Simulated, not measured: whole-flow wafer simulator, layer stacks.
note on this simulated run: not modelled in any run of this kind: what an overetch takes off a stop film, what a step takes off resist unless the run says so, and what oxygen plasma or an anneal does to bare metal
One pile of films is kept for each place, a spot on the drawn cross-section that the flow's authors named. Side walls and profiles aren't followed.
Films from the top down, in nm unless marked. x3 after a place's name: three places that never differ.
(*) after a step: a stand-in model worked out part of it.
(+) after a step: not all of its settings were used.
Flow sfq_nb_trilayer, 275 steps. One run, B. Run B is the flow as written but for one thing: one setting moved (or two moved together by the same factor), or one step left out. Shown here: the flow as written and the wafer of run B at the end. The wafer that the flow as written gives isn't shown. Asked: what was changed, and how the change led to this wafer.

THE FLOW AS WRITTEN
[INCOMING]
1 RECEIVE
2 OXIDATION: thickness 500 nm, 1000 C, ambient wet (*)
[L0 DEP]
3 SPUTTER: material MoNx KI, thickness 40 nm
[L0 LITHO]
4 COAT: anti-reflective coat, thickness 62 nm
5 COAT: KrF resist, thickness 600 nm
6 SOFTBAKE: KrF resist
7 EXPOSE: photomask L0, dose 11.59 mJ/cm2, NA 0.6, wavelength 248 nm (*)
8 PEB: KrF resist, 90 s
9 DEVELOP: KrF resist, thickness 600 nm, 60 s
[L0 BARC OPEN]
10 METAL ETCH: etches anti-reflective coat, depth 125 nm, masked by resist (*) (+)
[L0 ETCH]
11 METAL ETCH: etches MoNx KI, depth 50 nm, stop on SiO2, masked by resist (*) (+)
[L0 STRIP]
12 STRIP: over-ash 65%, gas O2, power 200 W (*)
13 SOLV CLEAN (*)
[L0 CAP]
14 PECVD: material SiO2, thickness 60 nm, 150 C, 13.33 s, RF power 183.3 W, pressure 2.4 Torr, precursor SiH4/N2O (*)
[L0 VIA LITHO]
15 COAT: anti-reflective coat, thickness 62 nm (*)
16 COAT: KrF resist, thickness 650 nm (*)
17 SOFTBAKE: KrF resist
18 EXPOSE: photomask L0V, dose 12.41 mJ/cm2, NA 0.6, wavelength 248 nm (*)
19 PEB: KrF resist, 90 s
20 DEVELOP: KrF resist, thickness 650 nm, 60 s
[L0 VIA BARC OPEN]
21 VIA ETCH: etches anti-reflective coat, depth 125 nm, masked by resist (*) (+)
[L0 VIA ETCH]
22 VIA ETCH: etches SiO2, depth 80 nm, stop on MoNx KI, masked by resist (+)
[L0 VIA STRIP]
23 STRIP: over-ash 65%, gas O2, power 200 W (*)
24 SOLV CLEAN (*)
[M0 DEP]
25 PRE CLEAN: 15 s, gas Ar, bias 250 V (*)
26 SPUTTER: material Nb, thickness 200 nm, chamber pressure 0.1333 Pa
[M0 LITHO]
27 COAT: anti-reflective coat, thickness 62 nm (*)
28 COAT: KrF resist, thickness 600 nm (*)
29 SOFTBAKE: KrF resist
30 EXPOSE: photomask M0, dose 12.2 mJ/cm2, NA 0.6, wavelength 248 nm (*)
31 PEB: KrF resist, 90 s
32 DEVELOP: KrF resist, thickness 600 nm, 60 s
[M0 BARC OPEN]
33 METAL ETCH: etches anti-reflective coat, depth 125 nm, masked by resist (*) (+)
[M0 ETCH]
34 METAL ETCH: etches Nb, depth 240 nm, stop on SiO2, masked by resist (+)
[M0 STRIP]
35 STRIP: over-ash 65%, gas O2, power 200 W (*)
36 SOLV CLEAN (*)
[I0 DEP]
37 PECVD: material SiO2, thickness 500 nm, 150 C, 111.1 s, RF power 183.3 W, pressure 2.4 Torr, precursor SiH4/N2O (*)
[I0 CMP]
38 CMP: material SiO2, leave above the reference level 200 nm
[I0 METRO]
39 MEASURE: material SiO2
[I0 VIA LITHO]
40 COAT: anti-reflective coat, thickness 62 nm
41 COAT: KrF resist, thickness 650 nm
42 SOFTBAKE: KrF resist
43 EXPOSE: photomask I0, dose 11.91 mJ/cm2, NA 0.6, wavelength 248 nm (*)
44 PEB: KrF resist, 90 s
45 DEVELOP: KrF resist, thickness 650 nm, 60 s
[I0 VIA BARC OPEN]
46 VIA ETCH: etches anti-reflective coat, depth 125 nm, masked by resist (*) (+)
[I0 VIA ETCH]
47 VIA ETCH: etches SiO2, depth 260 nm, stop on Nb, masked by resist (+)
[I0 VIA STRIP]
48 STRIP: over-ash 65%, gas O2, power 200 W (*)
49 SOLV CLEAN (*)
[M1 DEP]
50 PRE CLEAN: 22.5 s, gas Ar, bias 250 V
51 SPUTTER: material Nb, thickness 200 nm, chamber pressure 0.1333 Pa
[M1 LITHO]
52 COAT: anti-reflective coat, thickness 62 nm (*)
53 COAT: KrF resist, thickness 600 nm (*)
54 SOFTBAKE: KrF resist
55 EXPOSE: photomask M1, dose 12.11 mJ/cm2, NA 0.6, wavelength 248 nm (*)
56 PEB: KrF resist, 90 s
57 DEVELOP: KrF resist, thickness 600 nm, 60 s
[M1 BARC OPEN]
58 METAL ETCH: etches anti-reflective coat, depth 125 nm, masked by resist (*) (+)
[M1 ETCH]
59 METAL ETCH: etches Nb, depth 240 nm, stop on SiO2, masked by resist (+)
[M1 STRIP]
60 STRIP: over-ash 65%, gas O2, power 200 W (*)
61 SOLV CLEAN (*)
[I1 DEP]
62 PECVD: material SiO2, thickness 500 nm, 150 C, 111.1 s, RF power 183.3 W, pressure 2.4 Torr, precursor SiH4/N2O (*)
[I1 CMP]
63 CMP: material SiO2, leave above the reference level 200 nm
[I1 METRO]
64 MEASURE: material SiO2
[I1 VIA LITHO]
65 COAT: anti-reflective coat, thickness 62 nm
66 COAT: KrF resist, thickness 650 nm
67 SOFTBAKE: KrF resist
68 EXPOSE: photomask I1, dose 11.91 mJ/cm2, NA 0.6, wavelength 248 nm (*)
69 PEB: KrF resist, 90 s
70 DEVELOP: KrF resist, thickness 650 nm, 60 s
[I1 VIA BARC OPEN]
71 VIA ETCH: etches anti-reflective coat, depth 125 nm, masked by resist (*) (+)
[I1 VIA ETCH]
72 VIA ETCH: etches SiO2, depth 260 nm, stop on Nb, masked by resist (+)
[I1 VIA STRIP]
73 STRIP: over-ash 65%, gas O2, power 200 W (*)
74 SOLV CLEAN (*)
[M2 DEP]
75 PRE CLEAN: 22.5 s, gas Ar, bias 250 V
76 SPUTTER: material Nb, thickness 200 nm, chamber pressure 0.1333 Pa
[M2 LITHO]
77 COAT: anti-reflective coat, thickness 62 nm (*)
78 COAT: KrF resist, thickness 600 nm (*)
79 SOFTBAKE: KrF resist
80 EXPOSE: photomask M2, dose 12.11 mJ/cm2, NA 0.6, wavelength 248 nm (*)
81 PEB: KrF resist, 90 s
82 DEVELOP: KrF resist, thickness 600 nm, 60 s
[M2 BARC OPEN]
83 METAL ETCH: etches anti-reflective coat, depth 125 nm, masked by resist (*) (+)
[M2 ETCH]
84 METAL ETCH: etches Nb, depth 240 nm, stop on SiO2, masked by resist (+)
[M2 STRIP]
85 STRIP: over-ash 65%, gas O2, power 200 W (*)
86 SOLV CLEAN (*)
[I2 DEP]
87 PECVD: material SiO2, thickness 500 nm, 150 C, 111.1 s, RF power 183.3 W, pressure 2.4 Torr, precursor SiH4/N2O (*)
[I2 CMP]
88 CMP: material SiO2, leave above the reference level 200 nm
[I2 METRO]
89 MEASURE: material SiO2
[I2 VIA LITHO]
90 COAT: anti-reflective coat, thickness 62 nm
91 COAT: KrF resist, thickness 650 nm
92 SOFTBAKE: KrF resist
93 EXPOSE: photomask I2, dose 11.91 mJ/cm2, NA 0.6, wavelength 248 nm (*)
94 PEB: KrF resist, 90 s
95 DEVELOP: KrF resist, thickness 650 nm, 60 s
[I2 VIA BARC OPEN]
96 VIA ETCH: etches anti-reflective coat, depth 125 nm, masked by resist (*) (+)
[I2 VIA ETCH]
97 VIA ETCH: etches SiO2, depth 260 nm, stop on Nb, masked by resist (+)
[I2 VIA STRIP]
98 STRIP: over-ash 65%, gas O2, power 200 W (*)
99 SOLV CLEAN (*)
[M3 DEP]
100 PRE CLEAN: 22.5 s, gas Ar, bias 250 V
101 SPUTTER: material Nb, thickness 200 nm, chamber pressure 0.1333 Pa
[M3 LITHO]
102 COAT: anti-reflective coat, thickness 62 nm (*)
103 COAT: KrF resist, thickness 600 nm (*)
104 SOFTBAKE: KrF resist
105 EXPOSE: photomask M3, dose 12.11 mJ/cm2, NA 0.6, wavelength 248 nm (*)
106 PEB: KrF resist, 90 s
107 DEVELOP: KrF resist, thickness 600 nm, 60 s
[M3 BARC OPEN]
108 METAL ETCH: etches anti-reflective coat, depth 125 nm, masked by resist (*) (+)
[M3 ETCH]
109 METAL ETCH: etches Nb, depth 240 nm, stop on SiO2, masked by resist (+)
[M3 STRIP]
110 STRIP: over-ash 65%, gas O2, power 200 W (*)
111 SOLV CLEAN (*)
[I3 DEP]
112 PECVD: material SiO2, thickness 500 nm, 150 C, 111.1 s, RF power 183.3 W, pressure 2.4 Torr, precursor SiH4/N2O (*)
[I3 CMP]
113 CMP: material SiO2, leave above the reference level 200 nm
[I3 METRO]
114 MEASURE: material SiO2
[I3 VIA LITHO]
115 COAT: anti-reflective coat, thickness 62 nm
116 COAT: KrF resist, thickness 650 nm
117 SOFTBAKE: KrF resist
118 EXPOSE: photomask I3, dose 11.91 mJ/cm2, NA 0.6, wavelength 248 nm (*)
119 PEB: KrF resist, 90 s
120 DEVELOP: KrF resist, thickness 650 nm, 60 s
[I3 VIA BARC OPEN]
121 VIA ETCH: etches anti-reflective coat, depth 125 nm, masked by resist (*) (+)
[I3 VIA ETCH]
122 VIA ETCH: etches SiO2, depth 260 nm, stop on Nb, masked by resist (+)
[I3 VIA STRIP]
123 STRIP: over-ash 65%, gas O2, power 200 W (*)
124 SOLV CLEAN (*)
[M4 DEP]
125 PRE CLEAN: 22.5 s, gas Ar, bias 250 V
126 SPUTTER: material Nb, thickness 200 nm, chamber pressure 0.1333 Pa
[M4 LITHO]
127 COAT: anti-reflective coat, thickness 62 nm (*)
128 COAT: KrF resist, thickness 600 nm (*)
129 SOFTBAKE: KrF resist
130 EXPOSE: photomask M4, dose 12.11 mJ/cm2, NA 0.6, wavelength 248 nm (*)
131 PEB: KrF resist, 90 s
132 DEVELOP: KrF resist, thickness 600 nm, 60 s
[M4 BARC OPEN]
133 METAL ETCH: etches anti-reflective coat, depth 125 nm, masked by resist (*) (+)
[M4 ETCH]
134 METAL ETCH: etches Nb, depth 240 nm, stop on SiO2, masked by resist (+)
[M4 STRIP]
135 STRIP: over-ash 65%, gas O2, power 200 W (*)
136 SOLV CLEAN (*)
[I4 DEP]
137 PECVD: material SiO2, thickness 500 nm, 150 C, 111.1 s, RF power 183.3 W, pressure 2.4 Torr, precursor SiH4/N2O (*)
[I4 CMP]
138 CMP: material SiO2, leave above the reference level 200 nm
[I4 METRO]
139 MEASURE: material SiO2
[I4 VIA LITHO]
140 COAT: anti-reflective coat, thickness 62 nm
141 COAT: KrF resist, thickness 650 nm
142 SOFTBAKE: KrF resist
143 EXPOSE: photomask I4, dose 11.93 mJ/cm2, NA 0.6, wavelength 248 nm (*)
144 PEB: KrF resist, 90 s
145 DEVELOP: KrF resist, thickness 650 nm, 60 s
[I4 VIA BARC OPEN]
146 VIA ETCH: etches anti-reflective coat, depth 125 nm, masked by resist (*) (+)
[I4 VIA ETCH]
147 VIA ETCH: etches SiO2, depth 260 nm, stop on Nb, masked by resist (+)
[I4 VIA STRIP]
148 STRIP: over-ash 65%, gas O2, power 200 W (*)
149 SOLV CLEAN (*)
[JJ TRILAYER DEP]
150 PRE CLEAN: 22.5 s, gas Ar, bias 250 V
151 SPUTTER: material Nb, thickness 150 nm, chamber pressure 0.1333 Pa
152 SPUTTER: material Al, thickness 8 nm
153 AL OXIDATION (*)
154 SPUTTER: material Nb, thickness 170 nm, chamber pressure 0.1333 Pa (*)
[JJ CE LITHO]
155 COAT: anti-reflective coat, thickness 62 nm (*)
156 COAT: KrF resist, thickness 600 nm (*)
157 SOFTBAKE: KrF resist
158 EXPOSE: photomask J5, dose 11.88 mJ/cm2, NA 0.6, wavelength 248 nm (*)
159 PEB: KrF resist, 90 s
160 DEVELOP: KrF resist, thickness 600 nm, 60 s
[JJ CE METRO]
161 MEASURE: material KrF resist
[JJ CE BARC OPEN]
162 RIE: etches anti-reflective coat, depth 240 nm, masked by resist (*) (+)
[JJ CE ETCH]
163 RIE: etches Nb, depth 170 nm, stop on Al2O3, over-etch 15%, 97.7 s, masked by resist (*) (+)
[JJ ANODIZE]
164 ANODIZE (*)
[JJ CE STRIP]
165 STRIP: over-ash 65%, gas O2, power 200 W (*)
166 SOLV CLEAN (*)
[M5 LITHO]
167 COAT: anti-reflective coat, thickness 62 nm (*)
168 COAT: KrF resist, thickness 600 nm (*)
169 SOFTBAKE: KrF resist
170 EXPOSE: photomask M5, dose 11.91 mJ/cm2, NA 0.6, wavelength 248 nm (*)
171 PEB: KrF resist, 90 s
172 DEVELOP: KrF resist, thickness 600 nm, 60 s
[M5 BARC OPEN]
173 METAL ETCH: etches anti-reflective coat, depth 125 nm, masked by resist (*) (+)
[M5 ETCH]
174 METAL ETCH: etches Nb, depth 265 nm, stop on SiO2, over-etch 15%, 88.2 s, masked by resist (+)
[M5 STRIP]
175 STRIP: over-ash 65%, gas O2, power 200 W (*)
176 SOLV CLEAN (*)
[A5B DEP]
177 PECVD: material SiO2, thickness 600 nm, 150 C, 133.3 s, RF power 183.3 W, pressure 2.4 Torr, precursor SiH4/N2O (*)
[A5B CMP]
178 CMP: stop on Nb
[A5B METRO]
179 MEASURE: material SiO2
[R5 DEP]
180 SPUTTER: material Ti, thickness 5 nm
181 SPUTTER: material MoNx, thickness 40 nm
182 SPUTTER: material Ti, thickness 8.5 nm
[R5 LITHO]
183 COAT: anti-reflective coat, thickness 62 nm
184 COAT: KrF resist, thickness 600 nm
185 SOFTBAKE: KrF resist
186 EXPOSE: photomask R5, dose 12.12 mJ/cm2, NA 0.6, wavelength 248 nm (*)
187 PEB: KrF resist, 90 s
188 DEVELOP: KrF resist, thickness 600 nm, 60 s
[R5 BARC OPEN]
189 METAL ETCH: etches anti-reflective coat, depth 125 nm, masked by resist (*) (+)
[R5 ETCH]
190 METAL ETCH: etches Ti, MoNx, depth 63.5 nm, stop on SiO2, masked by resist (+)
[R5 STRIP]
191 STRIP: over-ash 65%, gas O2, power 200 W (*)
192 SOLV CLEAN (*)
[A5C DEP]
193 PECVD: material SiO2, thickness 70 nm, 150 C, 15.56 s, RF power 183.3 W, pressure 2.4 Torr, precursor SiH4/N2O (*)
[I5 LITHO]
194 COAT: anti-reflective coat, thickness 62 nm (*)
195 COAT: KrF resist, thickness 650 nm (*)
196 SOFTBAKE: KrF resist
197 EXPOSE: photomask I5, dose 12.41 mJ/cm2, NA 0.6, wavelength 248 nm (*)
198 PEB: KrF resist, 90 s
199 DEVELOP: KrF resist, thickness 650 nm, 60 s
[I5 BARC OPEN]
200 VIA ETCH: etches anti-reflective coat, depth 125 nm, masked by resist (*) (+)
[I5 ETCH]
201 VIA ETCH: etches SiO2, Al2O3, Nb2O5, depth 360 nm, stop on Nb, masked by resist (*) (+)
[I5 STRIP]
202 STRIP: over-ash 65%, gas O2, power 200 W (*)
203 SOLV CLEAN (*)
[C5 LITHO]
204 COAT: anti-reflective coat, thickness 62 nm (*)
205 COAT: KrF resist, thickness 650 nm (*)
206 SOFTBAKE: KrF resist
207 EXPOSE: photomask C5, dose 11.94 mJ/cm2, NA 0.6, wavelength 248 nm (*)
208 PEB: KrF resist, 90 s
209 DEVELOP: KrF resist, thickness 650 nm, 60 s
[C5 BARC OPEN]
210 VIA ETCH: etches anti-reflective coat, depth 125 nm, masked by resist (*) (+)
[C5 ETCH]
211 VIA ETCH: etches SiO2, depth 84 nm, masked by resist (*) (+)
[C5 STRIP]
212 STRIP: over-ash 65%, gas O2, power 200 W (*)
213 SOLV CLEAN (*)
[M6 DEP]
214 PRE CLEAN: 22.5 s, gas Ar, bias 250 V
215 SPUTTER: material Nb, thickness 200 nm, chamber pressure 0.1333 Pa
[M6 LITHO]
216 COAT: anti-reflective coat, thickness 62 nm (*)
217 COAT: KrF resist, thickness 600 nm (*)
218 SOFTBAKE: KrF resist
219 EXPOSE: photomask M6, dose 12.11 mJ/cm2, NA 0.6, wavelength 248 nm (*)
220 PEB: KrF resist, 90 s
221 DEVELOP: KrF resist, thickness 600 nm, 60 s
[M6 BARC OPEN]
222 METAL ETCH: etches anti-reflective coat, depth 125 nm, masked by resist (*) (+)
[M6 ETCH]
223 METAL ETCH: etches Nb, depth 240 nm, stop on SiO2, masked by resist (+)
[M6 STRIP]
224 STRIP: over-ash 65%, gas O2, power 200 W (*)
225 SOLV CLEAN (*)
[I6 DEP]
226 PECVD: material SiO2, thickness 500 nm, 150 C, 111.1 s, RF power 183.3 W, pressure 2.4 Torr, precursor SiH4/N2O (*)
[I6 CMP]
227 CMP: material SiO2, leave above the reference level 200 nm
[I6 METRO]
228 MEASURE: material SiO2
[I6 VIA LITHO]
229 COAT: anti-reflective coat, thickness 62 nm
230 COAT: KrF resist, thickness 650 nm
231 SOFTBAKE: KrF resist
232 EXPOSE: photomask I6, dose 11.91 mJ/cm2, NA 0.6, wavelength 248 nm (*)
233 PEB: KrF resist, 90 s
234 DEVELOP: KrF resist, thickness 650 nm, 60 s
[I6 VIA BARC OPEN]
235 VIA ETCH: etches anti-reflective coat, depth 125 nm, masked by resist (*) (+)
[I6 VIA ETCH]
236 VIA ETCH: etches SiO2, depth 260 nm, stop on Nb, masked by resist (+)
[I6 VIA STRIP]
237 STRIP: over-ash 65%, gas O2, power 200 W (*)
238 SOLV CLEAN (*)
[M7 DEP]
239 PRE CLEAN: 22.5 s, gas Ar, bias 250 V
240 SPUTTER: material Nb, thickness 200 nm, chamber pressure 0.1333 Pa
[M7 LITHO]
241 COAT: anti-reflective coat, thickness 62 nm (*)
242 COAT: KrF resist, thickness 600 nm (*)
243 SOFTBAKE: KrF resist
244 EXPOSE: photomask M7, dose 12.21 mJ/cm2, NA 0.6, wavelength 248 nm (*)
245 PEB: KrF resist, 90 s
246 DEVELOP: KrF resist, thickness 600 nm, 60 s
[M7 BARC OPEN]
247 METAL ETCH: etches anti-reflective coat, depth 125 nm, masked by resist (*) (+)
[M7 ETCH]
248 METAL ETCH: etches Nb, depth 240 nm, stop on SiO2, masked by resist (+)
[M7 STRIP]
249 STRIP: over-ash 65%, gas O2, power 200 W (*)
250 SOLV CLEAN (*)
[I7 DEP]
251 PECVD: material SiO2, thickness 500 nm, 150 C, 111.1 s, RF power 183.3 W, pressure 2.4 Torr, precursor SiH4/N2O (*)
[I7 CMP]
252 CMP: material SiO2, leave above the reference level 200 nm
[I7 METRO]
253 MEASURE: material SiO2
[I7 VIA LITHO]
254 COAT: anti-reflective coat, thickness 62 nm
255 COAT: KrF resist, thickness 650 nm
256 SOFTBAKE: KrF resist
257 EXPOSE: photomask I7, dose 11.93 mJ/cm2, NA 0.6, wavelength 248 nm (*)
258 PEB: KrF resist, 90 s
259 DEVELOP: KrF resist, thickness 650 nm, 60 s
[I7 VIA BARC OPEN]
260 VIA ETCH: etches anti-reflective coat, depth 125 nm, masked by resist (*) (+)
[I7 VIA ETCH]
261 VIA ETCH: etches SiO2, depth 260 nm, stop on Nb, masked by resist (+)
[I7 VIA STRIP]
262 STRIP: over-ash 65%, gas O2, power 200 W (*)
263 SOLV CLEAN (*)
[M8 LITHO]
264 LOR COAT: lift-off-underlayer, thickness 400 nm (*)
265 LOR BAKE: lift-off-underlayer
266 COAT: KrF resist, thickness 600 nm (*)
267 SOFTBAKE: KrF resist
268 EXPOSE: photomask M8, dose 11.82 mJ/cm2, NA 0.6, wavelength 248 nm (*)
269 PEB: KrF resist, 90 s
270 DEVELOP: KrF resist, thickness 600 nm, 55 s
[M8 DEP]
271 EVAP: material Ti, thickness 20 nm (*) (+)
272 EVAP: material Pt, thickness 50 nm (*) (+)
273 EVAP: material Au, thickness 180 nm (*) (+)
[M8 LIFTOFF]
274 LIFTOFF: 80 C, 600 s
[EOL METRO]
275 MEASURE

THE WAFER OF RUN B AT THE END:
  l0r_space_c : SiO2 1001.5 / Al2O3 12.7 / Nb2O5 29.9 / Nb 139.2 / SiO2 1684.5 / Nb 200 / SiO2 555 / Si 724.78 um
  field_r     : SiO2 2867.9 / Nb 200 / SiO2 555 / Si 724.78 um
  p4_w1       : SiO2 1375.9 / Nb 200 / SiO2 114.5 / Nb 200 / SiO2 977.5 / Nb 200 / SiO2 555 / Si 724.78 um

The cause: step 113, CMP: leave above the reference level 122 nm was run, where the flow has leave above the reference level 200 nm.

How the change led to this, step by step:
  113 CMP: material SiO2, leave above the reference level 200 nm
      field_l, be, be_sur and 64 more: SiO2 -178 (as written it would be: SiO2 -100)
      v_sur, via_wl, via_wr and 27 more: SiO2 -378 (as written it would be: SiO2 -300)
      (and at 9 more places)
  122 VIA ETCH: etches SiO2, depth 260 nm, stop on Nb, masked by resist (+)
      field_l, v_sur, via_wl and 102 more: KrF resist -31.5 (as written it would be: KrF resist -44.8)
      via_v: SiO2 -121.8 (all of it) (as written it would be: SiO2 -199.8 (all of it))
  123 STRIP: over-ash 65%, gas O2, power 200 W (*)
      field_l, v_sur, via_wl and 102 more: KrF resist -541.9 (all of it), anti-reflective coat -62 (all of it) (as written it would be: KrF resist -528.6 (all of it), anti-reflective coat -62 (all of it))
  126 SPUTTER: material Nb, thickness 200 nm, chamber pressure 0.1333 Pa
      via_v: Nb +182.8 (as written it would be: Nb +165.5)
  127 COAT: anti-reflective coat, thickness 62 nm (*)
      via_sp: anti-reflective coat +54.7 (new film) (as written it would be: anti-reflective coat +53 (new film))
      via_v: anti-reflective coat +106.7 (new film) (as written it would be: anti-reflective coat +124.8 (new film))
      (and at 1 more place)
  128 COAT: KrF resist, thickness 600 nm (*)
      via_v: KrF resist +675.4 (new film) (as written it would be: KrF resist +739.8 (new film))
  135 STRIP: over-ash 65%, gas O2, power 200 W (*)
      via_sp: KrF resist -379.1 (all of it), anti-reflective coat -54.7 (all of it) (as written it would be: KrF resist -373.9 (all of it), anti-reflective coat -53 (all of it))
      via_v: KrF resist -457.6 (all of it), anti-reflective coat -106.7 (all of it) (as written it would be: KrF resist -521.8 (all of it), anti-reflective coat -124.8 (all of it))
      (and at 1 more place)
  137 PECVD: material SiO2, thickness 500 nm, 150 C, 111.1 s, RF power 183.3 W, pressure 2.4 Torr, precursor SiH4/N2O (*)
      via_v: SiO2 +500 (new film) (as written it would be: SiO2 +615 (new film))
  138 CMP: material SiO2, leave above the reference level 200 nm
      via_v: SiO2 -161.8 (as written it would be: SiO2 -181.6)
